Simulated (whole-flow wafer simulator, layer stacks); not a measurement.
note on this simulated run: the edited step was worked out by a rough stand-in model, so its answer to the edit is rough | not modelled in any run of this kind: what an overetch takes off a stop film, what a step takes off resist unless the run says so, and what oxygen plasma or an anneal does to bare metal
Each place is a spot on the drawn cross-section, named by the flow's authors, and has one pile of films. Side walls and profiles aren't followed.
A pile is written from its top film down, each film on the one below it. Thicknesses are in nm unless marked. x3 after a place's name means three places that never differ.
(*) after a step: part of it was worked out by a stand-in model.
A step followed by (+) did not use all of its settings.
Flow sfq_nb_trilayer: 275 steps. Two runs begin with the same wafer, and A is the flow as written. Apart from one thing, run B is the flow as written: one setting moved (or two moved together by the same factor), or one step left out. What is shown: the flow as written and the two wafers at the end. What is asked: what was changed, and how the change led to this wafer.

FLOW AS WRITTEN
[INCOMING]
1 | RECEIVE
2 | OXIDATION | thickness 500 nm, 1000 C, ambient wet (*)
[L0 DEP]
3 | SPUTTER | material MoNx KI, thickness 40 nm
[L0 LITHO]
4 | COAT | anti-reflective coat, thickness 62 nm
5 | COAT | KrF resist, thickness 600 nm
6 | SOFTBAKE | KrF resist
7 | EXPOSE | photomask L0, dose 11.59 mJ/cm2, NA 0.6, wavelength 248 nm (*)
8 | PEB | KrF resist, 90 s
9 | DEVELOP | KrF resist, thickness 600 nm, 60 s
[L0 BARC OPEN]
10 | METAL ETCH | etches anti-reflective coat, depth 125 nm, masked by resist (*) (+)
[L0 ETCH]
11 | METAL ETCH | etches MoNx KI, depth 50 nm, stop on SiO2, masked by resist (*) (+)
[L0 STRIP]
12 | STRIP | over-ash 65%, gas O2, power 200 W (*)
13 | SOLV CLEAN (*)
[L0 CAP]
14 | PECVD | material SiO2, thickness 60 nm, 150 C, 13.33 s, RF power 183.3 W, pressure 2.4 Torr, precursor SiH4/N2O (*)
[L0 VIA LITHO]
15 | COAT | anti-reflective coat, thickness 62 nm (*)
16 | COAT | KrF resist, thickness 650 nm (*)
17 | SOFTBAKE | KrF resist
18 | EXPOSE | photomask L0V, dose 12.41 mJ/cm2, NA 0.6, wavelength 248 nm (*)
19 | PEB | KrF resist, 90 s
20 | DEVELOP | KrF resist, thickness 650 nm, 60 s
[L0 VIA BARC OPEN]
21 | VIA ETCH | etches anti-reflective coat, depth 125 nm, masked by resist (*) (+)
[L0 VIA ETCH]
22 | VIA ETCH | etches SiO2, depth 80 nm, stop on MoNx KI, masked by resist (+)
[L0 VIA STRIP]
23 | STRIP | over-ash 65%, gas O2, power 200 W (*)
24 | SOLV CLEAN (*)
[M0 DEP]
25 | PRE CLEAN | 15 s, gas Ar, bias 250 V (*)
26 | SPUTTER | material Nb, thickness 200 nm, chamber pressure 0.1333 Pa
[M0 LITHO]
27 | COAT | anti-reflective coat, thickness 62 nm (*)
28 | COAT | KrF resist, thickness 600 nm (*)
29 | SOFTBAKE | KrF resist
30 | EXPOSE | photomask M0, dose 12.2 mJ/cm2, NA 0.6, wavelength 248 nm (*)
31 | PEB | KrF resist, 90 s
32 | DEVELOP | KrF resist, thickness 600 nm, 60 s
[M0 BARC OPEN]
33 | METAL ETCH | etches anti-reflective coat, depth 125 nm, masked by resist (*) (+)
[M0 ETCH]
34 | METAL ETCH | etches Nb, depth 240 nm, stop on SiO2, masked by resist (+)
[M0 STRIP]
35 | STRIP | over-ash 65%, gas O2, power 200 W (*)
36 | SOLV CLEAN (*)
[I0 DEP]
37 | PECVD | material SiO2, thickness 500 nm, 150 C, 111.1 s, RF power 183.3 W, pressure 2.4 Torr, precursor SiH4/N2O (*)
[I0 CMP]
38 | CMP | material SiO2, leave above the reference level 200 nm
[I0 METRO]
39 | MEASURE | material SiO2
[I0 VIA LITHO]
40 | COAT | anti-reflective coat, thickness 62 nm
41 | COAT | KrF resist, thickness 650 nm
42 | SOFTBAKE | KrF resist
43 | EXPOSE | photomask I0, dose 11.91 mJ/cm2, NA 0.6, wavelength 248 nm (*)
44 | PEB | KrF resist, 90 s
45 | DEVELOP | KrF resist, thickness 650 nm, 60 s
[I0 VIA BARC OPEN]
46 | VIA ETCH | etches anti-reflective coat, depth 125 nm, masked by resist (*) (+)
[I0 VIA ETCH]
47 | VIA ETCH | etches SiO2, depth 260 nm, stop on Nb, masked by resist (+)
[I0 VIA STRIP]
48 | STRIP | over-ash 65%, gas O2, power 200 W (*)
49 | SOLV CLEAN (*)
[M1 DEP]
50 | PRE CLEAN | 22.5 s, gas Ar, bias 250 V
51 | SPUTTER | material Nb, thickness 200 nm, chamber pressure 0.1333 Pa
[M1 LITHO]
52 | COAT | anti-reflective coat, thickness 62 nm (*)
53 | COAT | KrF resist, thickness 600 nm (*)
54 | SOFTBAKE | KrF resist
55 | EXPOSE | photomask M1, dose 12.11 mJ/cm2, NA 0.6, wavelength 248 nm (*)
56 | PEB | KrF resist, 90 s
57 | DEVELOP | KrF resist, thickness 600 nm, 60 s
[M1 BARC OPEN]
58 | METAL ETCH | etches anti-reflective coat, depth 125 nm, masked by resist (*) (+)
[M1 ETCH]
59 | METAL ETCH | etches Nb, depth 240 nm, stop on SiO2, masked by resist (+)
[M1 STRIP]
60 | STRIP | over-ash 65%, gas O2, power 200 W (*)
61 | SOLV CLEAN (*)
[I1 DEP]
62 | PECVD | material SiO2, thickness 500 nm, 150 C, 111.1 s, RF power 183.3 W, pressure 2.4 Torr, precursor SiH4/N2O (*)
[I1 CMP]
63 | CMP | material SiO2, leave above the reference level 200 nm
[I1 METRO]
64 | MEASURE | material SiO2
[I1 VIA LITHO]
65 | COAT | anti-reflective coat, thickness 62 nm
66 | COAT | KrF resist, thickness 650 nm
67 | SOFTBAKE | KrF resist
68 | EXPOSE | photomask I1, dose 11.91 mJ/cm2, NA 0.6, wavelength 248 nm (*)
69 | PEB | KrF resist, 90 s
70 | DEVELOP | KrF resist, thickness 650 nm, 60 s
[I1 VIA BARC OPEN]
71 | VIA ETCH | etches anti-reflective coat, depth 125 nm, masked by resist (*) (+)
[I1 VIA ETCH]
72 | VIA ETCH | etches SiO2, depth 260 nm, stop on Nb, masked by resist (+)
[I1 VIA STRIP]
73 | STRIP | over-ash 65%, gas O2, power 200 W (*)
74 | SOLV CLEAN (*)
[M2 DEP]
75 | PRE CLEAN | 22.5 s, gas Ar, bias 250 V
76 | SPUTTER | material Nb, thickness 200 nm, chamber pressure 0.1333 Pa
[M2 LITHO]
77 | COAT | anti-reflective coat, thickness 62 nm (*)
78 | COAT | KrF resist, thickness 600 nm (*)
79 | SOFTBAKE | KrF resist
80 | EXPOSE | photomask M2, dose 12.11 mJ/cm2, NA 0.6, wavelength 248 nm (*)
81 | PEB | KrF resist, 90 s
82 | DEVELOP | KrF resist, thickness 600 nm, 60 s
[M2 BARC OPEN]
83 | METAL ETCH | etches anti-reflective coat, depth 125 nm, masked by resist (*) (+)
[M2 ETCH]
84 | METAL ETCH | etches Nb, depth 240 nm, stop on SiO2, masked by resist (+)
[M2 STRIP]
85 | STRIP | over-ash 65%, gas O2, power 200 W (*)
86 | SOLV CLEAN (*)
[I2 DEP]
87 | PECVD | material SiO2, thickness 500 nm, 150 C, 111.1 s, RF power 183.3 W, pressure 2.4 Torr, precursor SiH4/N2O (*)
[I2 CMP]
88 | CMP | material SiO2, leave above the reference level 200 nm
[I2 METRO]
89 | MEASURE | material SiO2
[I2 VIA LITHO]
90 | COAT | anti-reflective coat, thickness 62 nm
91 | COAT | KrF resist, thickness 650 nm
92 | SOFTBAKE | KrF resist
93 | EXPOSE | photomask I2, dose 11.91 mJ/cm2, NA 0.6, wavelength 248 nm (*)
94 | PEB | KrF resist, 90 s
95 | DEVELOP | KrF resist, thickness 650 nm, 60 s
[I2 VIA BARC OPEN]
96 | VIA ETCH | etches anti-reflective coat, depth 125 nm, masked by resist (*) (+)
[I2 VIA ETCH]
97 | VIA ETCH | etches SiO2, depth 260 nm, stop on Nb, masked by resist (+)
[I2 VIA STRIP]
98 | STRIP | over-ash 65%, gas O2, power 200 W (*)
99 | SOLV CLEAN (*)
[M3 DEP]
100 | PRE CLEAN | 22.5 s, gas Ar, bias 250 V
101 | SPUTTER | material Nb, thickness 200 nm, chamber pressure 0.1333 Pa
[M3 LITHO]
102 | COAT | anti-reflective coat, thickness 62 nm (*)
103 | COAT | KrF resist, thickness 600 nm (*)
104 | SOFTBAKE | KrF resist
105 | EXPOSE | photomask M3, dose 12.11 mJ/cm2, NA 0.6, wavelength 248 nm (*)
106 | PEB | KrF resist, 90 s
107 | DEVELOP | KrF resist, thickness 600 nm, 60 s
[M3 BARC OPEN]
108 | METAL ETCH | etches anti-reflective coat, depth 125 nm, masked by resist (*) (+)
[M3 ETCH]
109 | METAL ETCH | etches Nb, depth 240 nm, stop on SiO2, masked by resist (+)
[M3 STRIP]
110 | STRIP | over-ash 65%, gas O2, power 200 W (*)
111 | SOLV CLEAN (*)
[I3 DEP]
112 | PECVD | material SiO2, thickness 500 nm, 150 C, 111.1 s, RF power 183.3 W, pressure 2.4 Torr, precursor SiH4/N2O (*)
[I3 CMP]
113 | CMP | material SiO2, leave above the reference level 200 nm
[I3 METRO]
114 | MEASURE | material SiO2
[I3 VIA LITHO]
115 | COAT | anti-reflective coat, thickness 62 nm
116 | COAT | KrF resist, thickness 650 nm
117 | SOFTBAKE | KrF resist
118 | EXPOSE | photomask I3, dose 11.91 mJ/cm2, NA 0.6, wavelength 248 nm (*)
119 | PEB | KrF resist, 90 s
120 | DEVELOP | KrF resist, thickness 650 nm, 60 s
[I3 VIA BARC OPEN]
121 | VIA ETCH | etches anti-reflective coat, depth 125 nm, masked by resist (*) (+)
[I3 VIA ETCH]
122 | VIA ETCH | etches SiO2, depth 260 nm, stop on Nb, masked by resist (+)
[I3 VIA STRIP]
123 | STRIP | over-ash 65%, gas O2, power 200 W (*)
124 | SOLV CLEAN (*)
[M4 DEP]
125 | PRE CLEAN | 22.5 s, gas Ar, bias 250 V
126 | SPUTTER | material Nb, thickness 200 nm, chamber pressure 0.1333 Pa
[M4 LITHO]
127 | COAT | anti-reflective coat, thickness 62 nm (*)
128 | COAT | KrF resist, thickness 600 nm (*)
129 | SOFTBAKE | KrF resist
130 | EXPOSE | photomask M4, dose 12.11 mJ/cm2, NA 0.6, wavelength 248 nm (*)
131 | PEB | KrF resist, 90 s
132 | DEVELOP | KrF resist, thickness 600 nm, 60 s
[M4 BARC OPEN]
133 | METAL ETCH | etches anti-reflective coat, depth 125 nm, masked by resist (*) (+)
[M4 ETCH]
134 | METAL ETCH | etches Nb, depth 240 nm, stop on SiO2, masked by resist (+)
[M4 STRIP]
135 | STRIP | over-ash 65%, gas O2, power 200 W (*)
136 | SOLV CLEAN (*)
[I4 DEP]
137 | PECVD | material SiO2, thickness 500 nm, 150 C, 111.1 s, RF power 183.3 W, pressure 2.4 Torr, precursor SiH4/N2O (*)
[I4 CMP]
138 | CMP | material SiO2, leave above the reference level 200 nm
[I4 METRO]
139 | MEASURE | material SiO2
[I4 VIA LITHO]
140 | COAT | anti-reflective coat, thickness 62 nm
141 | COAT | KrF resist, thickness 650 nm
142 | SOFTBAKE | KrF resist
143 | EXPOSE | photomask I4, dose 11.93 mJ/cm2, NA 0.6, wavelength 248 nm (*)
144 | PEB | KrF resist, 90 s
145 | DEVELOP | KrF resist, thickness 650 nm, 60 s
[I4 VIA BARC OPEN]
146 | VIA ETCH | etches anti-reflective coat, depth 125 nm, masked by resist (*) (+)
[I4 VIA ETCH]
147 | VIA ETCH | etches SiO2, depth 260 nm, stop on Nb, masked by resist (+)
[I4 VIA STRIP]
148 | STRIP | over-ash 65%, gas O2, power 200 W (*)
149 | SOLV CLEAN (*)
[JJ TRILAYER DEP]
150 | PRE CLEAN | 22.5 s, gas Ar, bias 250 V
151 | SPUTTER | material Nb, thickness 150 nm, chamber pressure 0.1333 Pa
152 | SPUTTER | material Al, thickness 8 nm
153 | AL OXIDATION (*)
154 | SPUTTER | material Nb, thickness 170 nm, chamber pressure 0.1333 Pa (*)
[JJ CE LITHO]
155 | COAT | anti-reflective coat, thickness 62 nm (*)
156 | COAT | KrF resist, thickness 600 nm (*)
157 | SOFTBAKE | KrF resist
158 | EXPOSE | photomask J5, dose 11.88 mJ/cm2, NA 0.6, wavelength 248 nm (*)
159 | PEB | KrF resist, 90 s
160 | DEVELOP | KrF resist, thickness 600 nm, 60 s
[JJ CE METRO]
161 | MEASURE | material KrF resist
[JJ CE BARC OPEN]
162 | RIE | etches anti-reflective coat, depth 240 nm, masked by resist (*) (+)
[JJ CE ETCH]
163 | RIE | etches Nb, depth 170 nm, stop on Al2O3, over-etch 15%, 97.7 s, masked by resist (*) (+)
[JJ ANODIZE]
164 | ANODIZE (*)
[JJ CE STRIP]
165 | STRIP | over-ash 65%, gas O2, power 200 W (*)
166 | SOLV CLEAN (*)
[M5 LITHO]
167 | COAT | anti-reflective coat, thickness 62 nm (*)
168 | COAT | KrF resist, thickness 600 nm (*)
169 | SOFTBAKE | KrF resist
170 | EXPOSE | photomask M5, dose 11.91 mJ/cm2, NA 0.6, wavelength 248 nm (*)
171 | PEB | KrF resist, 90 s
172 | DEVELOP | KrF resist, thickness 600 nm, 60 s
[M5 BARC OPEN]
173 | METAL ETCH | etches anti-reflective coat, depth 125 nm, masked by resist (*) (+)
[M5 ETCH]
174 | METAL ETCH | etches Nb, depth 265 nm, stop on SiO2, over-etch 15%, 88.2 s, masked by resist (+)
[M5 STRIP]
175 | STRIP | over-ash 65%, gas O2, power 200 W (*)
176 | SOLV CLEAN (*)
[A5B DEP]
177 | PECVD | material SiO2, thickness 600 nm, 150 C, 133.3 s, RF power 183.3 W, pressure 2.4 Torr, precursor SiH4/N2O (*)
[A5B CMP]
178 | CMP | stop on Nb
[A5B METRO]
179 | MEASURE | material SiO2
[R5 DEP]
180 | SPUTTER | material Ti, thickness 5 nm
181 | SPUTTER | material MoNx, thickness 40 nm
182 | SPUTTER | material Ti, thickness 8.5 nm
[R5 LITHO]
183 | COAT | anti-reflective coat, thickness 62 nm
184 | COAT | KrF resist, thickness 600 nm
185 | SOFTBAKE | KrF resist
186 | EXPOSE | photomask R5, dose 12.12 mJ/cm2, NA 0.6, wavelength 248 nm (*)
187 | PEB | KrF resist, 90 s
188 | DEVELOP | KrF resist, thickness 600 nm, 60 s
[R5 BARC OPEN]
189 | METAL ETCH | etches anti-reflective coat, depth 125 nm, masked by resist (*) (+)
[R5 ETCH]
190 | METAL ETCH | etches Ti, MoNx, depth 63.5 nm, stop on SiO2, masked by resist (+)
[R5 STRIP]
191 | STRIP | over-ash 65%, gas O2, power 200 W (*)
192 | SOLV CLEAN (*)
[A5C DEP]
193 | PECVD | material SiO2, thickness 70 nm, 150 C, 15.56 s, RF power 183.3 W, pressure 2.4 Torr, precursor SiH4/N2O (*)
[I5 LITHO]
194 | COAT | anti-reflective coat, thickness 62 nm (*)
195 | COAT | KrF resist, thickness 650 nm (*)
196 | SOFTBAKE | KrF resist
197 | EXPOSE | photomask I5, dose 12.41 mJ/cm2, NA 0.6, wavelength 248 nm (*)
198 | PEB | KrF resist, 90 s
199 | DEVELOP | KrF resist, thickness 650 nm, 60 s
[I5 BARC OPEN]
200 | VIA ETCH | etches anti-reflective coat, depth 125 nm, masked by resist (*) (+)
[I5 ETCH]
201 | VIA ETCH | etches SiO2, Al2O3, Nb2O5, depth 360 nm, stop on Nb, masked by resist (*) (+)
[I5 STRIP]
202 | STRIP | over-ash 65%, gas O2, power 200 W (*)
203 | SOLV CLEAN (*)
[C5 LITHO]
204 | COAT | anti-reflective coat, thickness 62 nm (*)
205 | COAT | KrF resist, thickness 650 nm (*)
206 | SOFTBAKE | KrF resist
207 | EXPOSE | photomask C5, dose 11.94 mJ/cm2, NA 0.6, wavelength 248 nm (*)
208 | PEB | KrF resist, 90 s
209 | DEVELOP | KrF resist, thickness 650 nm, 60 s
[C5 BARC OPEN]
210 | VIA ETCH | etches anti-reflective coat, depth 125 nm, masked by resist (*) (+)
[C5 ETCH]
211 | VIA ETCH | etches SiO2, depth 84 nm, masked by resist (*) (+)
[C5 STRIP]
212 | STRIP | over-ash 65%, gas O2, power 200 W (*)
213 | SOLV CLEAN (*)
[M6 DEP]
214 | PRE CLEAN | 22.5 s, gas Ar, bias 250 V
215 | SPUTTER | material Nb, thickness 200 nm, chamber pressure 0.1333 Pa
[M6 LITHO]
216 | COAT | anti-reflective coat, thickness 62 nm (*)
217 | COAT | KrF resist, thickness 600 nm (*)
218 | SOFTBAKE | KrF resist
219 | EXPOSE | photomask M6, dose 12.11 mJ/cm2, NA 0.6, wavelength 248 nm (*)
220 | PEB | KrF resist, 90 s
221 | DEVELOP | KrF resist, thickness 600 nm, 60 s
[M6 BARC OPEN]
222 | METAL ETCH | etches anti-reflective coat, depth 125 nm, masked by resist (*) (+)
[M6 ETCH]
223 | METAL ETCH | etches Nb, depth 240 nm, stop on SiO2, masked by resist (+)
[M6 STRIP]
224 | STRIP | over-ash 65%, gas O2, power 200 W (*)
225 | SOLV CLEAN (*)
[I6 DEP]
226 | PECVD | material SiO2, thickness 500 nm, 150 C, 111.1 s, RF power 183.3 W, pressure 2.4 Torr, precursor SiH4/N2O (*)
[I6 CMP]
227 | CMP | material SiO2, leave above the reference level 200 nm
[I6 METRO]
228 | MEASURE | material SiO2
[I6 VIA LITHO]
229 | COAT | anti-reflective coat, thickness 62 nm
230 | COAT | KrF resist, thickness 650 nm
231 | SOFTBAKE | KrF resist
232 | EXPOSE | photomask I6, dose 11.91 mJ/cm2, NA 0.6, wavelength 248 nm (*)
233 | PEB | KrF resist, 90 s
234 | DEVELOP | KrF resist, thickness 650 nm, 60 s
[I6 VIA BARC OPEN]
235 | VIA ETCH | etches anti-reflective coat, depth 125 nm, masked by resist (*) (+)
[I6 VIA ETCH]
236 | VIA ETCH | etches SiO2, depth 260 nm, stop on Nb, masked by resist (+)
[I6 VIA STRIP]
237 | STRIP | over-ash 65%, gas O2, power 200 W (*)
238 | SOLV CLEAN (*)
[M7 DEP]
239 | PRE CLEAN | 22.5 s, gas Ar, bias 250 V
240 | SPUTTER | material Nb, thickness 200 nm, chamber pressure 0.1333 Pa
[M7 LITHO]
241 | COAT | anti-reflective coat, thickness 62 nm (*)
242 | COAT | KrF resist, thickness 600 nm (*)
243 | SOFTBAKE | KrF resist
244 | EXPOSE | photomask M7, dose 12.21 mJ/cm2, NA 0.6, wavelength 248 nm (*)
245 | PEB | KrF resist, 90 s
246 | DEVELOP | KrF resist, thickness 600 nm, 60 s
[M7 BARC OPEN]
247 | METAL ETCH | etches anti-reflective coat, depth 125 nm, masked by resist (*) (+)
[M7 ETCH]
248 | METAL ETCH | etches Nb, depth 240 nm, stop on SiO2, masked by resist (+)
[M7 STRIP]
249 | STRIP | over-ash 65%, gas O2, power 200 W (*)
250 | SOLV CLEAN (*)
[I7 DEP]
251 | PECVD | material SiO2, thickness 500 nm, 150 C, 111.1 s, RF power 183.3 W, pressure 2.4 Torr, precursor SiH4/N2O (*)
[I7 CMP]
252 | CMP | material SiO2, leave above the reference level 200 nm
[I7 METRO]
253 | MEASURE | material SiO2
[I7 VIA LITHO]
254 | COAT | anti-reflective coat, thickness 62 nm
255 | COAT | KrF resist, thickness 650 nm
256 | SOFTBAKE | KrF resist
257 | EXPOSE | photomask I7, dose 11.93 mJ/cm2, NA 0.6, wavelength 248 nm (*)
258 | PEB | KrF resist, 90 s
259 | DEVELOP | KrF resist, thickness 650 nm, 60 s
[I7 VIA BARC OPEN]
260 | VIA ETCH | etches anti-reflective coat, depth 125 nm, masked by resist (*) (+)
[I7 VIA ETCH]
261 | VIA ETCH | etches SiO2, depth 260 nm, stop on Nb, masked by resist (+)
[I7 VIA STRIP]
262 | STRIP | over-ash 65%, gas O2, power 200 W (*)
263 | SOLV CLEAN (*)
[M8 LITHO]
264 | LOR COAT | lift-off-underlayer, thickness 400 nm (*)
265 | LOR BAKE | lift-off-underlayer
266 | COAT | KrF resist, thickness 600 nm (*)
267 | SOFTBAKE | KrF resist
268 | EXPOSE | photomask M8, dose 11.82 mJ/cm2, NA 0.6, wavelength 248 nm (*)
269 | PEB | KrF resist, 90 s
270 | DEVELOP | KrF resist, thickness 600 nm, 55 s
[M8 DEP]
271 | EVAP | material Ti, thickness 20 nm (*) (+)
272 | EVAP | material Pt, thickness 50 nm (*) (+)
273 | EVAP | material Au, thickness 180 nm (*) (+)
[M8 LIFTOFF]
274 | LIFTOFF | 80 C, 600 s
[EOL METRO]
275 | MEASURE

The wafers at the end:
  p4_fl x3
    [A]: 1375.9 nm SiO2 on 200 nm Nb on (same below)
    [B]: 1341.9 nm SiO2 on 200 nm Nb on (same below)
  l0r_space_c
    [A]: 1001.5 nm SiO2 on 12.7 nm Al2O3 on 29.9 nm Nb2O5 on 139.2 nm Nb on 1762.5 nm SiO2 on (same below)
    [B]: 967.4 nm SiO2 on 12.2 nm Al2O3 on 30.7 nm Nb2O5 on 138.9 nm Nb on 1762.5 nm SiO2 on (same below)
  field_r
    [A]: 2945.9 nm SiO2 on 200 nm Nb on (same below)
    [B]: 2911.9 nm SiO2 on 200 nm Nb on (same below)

What caused this: step 154, SPUTTER: thickness 136 nm was run, while the flow as written has thickness 170 nm.

Step by step, how the change led to this:
  154 | SPUTTER | material Nb, thickness 170 nm, chamber pressure 0.1333 Pa (*)
      field_l, v_sur, via_sp and 100 more: A +170 Nb (new film) | B +136 Nb (new film)
      via_wl, via_wr: A +140.7 Nb (new film) | B +112.5 Nb (new film)
      (as well as at 1 more place)
  155 | COAT | anti-reflective coat, thickness 62 nm (*)
      via_wl, via_wr: A +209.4 anti-reflective coat (new film) | B +200.6 anti-reflective coat (new film)
      via_w: A +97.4 anti-reflective coat (new film) | B +94.6 anti-reflective coat (new film)
  162 | RIE | etches anti-reflective coat, depth 240 nm, masked by resist (*) (+)
      ce_l, c5j, ce_r, wl_jj: A -209.4 KrF resist | B -200.6 KrF resist
      via_wl, via_wr: A -209.4 anti-reflective coat (all of it) | B -200.6 anti-reflective coat (all of it)
      (as well as at 1 more place)
  163 | RIE | etches Nb, depth 170 nm, stop on Al2O3, over-etch 15%, 97.7 s, masked by resist (*) (+)
      field_l, v_sur, via_sp and 96 more: A -170 Nb (all of it), -0.51 Al2O3 | B -136 Nb (all of it), -0.96 Al2O3 (all of it)
      via_wl, via_wr: A -140.7 Nb (all of it), -0.96 Al2O3 (all of it) | B -112.5 Nb (all of it), -0.96 Al2O3 (all of it)
      (as well as at 1 more place)
  164 | ANODIZE (*)
      field_l, v_sur, via_sp and 96 more: A +12.2 Al2O3, +29.9 Nb2O5 (new film), -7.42 Al (all of it), -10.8 Nb | B +12.2 Al2O3 (new film), +30.7 Nb2O5 (new film), -7.42 Al (all of it), -11.1 Nb
  165 | STRIP | over-ash 65%, gas O2, power 200 W (*)
      ce_l: A -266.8 KrF resist (all of it), -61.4 anti-reflective coat (all of it) | B -275.5 KrF resist (all of it), -61.4 anti-reflective coat (all of it)
      c5j: A -266.9 KrF resist (all of it), -61.5 anti-reflective coat (all of it) | B -275.6 KrF resist (all of it), -61.5 anti-reflective coat (all of it)
      (as well as at 2 more places)
  167 | COAT | anti-reflective coat, thickness 62 nm (*)
      wl_j_sl, wl_j_sr: A +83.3 anti-reflective coat (new film) | B +78.8 anti-reflective coat (new film)
      jj_sur: A +82.6 anti-reflective coat (new film) | B +78.3 anti-reflective coat (new film)
      (as well as at 5 more places)
  168 | COAT | KrF resist, thickness 600 nm (*)
      ce_l: A +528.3 KrF resist (new film) | B +549 KrF resist (new film)
      c5j: A +507.6 KrF resist (new film) | B +528.9 KrF resist (new film)
      (as well as at 2 more places)
  174 | METAL ETCH | etches Nb, depth 265 nm, stop on SiO2, over-etch 15%, 88.2 s, masked by resist (+)
      field_l, r_sur, res and 50 more: A -12.6 Al2O3 (all of it), -29.9 Nb2O5 (all of it), -139.2 Nb (all of it), -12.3 SiO2 | B -12.2 Al2O3 (all of it), -30.7 Nb2O5 (all of it), -138.9 Nb (all of it), -12.3 SiO2
  175 | STRIP | over-ash 65%, gas O2, power 200 W (*)
      wl_j_sl, wl_j_sr: A -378 KrF resist (all of it), -83.3 anti-reflective coat (all of it) | B -375.3 KrF resist (all of it), -78.8 anti-reflective coat (all of it)
      jj_sur: A -374.7 KrF resist (all of it), -82.6 anti-reflective coat (all of it) | B -372.2 KrF resist (all of it), -78.3 anti-reflective coat (all of it)
      (as well as at 5 more places)
  178 | CMP | stop on Nb
      v_sur, via_sp, via_v and 43 more: A -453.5 SiO2 | B -487.6 SiO2
      field_l, p4_fl x3, p4_w1 x9 and 29 more: A -259.3 SiO2 | B -293.3 SiO2
      (as well as at 14 more places)
  201 | VIA ETCH | etches SiO2, Al2O3, Nb2O5, depth 360 nm, stop on Nb, masked by resist (*) (+)
      be: A -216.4 SiO2 (all of it), -12.7 Al2O3 (all of it), -29.9 Nb2O5 (all of it) | B -182.3 SiO2 (all of it), -12.2 Al2O3 (all of it), -30.7 Nb2O5 (all of it)
  204 | COAT | anti-reflective coat, thickness 62 nm (*)
      wire: A +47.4 anti-reflective coat (new film) | B +48.4 anti-reflective coat (new film)
      be: A +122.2 anti-reflective coat (new film) | B +117.2 anti-reflective coat (new film)
      (as well as at 1 more place)
  205 | COAT | KrF resist, thickness 650 nm (*)
      be: A +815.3 KrF resist (new film) | B +791.2 KrF resist (new film)
  212 | STRIP | over-ash 65%, gas O2, power 200 W (*)
      wire: A -555.8 KrF resist (all of it), -47.4 anti-reflective coat (all of it) | B -557.7 KrF resist (all of it), -48.4 anti-reflective coat (all of it)
      be: A -728.2 KrF resist (all of it), -122.2 anti-reflective coat (all of it) | B -704.1 KrF resist (all of it), -117.2 anti-reflective coat (all of it)
      (as well as at 1 more place)
  215 | SPUTTER | material Nb, thickness 200 nm, chamber pressure 0.1333 Pa
      be: A +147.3 Nb | B +155.1 Nb
  ... 3 further steps ...
  226 | PECVD | material SiO2, thickness 500 nm, 150 C, 111.1 s, RF power 183.3 W, pressure 2.4 Torr, precursor SiH4/N2O (*)
      be: A +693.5 SiO2 (new film) | B +652 SiO2 (new film)
